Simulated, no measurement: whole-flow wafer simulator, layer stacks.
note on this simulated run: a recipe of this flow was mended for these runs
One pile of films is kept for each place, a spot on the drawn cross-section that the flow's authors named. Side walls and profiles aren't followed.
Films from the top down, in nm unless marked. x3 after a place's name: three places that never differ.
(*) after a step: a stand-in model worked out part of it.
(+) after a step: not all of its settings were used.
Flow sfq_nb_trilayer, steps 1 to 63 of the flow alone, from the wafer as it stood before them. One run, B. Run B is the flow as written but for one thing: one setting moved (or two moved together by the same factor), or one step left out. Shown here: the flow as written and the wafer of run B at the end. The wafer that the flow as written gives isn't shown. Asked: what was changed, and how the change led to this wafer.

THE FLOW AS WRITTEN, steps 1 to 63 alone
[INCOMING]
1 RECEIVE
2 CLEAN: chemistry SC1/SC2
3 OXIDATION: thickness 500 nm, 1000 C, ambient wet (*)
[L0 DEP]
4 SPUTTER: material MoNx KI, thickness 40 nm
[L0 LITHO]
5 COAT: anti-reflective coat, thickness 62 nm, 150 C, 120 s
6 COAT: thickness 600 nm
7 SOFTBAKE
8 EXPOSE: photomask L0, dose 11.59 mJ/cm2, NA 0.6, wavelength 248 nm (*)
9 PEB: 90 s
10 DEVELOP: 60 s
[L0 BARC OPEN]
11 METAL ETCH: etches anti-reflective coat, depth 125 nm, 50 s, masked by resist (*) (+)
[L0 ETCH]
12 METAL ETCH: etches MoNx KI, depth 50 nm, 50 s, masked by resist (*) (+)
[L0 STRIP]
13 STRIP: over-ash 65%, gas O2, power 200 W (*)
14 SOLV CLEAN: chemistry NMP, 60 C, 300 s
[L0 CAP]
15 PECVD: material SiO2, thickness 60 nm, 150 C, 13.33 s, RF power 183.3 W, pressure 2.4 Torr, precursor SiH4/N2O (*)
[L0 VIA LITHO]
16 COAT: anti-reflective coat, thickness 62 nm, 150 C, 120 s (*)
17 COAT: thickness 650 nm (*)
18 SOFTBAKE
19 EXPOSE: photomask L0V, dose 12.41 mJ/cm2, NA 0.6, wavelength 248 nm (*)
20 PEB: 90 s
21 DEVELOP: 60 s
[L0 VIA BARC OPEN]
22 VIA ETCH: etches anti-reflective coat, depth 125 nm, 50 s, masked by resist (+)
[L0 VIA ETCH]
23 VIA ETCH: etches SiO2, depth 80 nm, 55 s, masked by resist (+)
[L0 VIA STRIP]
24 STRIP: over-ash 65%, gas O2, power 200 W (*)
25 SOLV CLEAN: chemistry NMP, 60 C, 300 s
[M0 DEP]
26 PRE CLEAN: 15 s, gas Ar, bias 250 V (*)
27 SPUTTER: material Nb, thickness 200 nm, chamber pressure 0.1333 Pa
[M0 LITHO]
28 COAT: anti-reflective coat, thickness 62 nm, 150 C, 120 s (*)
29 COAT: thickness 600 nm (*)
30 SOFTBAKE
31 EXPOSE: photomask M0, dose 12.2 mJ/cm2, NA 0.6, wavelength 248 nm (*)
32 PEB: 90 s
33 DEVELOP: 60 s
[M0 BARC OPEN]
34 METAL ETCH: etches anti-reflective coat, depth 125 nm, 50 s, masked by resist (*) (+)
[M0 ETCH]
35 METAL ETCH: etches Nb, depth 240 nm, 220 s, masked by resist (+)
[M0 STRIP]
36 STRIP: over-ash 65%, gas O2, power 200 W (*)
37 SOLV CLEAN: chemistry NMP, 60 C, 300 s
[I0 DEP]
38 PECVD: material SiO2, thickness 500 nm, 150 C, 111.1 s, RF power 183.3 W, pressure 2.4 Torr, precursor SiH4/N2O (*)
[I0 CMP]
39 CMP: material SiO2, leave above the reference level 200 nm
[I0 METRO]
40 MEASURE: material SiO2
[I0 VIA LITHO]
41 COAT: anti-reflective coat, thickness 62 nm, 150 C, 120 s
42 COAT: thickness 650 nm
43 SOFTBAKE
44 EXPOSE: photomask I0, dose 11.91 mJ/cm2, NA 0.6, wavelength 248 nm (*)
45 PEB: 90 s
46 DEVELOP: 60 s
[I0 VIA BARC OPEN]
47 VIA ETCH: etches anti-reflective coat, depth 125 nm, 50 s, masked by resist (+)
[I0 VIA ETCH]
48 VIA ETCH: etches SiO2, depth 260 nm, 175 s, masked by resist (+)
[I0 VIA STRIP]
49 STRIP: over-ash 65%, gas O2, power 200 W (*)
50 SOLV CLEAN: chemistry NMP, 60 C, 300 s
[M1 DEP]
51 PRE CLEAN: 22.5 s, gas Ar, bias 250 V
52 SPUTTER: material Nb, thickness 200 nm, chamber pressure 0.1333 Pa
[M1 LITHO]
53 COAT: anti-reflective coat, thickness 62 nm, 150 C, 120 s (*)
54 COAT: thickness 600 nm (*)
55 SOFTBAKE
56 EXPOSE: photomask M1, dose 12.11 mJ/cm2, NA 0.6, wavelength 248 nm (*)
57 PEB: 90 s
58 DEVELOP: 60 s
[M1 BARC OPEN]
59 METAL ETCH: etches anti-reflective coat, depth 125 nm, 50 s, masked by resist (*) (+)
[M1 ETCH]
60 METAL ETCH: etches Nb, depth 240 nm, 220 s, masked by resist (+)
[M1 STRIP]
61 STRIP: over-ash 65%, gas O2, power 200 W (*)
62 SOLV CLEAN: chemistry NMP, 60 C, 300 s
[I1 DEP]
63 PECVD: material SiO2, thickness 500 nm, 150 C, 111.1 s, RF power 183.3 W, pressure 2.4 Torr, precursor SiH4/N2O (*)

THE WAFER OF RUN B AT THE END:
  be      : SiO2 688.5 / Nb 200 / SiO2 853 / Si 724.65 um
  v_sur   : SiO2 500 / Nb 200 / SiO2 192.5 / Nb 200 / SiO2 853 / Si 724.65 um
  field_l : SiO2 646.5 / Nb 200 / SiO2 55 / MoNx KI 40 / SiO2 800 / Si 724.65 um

The cause: step 3, OXIDATION: thickness 800 nm was run, where the flow has thickness 500 nm.
It can be read off the wafer: field_l has SiO2 800, and step 3 as written asks for 500 nm.

How the change led to this, step by step:
  3 OXIDATION: thickness 500 nm, 1000 C, ambient wet (*)
      field_l, v_sur, via_wl and 103 more: SiO2 +800 (new film), chemical SiO2 -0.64 (all of it), Si -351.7 (as written it would be: SiO2 +500 (new film), chemical SiO2 -0.64 (all of it), Si -219.7)
